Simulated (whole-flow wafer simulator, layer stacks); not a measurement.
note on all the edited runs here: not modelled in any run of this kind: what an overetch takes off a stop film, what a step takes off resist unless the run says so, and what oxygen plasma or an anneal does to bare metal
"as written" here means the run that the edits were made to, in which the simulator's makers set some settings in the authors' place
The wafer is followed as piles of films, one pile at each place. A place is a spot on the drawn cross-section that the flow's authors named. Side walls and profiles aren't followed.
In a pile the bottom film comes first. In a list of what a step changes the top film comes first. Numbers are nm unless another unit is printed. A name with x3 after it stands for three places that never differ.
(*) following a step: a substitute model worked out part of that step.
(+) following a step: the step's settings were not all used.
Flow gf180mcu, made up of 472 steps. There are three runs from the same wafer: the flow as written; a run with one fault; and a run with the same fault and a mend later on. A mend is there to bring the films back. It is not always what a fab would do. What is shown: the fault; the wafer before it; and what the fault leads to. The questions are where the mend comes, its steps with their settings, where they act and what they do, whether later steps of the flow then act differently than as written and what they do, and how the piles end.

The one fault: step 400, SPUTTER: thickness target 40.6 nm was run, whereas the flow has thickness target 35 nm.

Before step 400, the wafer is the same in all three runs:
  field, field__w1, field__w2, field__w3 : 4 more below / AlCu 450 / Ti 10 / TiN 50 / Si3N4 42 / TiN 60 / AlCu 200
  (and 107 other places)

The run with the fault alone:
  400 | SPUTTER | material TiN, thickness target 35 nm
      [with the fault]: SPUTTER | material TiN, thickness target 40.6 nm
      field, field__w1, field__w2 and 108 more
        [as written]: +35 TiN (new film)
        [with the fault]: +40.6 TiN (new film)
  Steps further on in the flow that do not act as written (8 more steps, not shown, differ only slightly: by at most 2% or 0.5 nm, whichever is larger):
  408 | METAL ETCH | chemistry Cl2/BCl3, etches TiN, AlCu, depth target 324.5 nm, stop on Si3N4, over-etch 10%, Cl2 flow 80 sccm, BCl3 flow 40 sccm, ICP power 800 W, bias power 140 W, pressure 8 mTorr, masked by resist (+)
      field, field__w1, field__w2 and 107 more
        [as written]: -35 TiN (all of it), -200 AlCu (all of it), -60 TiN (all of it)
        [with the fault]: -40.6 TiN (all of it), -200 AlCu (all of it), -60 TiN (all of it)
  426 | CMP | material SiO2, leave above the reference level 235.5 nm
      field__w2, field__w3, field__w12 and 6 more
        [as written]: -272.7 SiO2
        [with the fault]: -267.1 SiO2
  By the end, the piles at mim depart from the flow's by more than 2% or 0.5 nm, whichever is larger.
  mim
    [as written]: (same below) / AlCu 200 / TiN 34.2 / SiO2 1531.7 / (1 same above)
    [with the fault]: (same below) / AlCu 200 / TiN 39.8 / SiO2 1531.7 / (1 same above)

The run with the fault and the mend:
  The mend stands after step 407.
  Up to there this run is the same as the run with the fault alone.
  407a | STRIP | chemistry O2/N2, power 2160 W, pressure 1700 mTorr (*)
      mim
        -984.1 resist (all of it)
  407b | METAL ETCH | chemistry Cl2/BCl3, etches TiN, AlCu, Ti, depth target 5.6 nm, Cl2 flow 80 sccm, BCl3 flow 40 sccm, ICP power 800 W, bias power 140 W, pressure 8 mTorr (the flow's step 260, run once more with other settings)
      field, field__w1, field__w2 and 108 more
        -5.6 TiN
  407c | HMDS | 120 C, 60 s (the flow's step 402, run once more)
      leaves every film unchanged at each place that is followed
  407d | COAT | resist, thickness 1000 nm (the flow's step 403, run once more)
      field, field__w1, field__w2 and 108 more
        +1000 resist (new film)
  407e | SOFTBAKE | resist (the flow's step 404, run once more)
      leaves every film unchanged at each place that is followed
  407f | EXPOSE | photomask FuseTop (the flow's step 405, run once more)
      leaves every film unchanged at each place that is followed
  407g | PEB | resist, 70.3 s (the flow's step 406, run once more)
      field, field__w1, field__w2 and 108 more
        -15.9 resist
  407h | DEVELOP | thickness 1000 nm, 60 s (the flow's step 407, run once more)
      field, field__w1, field__w2 and 107 more
        -984.1 resist (all of it)
  Later steps of the flow that are run all act as written at every place that is followed.
  The piles end the same as the flow's at every place that both follow.
